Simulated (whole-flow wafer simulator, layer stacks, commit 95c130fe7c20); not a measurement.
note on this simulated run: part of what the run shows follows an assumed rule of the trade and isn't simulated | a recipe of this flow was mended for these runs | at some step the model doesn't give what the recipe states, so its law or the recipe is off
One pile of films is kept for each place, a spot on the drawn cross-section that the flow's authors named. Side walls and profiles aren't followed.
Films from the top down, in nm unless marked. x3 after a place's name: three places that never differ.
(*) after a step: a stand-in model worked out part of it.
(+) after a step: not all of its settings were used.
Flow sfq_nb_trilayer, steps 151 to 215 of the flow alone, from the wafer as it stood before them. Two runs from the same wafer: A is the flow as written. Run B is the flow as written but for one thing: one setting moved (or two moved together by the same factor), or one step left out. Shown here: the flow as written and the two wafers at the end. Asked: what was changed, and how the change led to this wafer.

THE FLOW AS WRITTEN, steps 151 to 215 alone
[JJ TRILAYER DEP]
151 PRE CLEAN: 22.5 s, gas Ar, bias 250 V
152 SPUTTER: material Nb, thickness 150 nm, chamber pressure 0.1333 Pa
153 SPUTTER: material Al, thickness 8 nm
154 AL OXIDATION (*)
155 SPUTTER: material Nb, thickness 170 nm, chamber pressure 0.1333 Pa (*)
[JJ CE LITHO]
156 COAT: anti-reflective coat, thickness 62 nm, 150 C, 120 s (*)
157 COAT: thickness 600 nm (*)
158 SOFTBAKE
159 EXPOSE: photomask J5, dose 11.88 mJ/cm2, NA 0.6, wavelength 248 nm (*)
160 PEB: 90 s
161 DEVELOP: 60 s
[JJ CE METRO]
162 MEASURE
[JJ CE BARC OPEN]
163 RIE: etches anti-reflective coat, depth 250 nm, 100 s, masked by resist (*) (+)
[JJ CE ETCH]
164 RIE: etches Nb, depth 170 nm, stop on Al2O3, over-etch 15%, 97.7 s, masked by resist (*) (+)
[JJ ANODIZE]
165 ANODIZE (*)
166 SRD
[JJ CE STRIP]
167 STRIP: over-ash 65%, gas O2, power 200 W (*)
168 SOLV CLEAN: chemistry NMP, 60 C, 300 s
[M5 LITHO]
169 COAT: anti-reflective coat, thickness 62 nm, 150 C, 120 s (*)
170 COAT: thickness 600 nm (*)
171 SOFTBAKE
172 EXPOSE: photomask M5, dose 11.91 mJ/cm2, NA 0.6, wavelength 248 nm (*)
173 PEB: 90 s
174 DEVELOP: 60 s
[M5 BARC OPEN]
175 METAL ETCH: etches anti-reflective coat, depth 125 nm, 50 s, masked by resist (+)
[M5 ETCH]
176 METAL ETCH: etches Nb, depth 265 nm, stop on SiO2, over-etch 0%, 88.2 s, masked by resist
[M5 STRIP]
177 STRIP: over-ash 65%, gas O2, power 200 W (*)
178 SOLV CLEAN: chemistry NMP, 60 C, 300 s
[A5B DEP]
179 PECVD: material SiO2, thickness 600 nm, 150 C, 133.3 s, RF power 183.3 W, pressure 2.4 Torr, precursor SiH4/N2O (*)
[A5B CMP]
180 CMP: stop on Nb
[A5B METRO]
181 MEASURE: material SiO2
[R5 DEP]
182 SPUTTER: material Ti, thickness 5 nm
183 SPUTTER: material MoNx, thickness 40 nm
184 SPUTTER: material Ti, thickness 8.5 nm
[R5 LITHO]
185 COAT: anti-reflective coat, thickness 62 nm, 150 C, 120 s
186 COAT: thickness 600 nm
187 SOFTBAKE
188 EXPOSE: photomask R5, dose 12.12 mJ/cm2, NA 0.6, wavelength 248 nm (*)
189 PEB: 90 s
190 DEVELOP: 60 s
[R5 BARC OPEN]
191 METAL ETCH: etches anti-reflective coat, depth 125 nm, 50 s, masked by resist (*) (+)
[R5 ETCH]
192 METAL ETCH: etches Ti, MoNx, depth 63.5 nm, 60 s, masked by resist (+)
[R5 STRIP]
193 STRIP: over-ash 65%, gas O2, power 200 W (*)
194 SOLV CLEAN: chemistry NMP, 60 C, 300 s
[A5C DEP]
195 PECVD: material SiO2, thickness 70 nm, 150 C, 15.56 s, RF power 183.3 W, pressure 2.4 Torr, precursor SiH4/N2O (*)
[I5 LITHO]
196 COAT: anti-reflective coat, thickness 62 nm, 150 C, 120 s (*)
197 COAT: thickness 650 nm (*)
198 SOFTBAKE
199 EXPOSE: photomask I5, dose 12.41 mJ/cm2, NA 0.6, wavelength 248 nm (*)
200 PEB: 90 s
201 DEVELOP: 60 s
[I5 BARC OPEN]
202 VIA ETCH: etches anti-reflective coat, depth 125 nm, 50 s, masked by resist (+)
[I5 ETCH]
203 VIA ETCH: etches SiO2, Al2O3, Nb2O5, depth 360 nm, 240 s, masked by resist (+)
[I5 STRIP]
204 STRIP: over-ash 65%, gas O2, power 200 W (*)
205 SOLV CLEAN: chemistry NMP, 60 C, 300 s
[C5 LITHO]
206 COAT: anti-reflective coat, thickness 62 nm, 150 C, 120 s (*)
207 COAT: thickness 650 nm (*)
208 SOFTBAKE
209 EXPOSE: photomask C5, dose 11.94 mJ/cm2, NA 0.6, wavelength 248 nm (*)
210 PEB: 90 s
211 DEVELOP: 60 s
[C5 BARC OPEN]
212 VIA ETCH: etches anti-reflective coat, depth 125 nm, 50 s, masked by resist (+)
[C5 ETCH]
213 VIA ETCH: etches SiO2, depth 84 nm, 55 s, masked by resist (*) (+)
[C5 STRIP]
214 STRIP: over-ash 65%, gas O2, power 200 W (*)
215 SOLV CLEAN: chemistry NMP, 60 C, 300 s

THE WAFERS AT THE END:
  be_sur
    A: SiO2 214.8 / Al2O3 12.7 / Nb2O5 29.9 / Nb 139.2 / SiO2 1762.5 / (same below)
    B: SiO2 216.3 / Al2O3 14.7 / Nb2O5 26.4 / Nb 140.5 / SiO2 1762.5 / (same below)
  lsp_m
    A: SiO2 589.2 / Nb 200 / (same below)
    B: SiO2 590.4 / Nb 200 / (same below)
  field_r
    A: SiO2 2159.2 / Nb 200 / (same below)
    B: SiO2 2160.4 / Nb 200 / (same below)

The cause: step 153, SPUTTER: thickness 9.2 nm was run, where the flow has thickness 8 nm.

How the change led to this, step by step:
  153 SPUTTER: material Al, thickness 8 nm
      field_l, v_sur, via_sp and 100 more: A Al +8 (new film) | B Al +9.2 (new film)
      via_wl, via_wr: A Al +5.13 (new film) | B Al +5.9 (new film)
      (and at 1 more place)
  165 ANODIZE (*)
      field_l, v_sur, via_sp and 96 more: A Al2O3 +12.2, Nb2O5 +29.9 (new film), Al -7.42 (all of it), Nb -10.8 | B Al2O3 +14.2, Nb2O5 +26.4 (new film), Al -8.62 (all of it), Nb -9.5
      via_wl, via_wr: A Al2O3 +7.51 (new film), Nb2O5 +39.2 (new film), Al -4.55 (all of it), Nb -14.1 | B Al2O3 +8.77 (new film), Nb2O5 +36.9 (new film), Al -5.32 (all of it), Nb -13.3
      (and at 1 more place)
  169 COAT: anti-reflective coat, thickness 62 nm, 150 C, 120 s (*)
      ce_l: A anti-reflective coat +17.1 (new film) | B anti-reflective coat +16.4 (new film)
  176 METAL ETCH: etches Nb, depth 265 nm, stop on SiO2, over-etch 0%, 88.2 s, masked by resist
      field_l, r_end, moat and 46 more: A Al2O3 -12.6 (all of it), Nb2O5 -29.9 (all of it), Nb -139.2 (all of it), SiO2 -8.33 | B Al2O3 -14.5 (all of it), Nb2O5 -26.4 (all of it), Nb -140.5 (all of it), SiO2 -8.35
      r_sur, wl_a_sl, wl_a_m6: A Al2O3 -12.5 (all of it), Nb2O5 -29.9 (all of it), Nb -139.2 (all of it), SiO2 -8.33 | B Al2O3 -14.5 (all of it), Nb2O5 -26.4 (all of it), Nb -140.5 (all of it), SiO2 -8.36
      (and at 1 more place)
  177 STRIP: over-ash 65%, gas O2, power 200 W (*)
      ce_l: A KrF-resist-other-grade -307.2 (all of it), anti-reflective coat -17.1 (all of it) | B KrF-resist-other-grade -307 (all of it), anti-reflective coat -16.4 (all of it)
  203 VIA ETCH: etches SiO2, Al2O3, Nb2O5, depth 360 nm, 240 s, masked by resist (+)
      be: A SiO2 -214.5 (all of it), Al2O3 -12.7 (all of it), Nb2O5 -29.9 (all of it), Nb -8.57 | B SiO2 -216 (all of it), Al2O3 -14.7 (all of it), Nb2O5 -26.4 (all of it), Nb -8.57
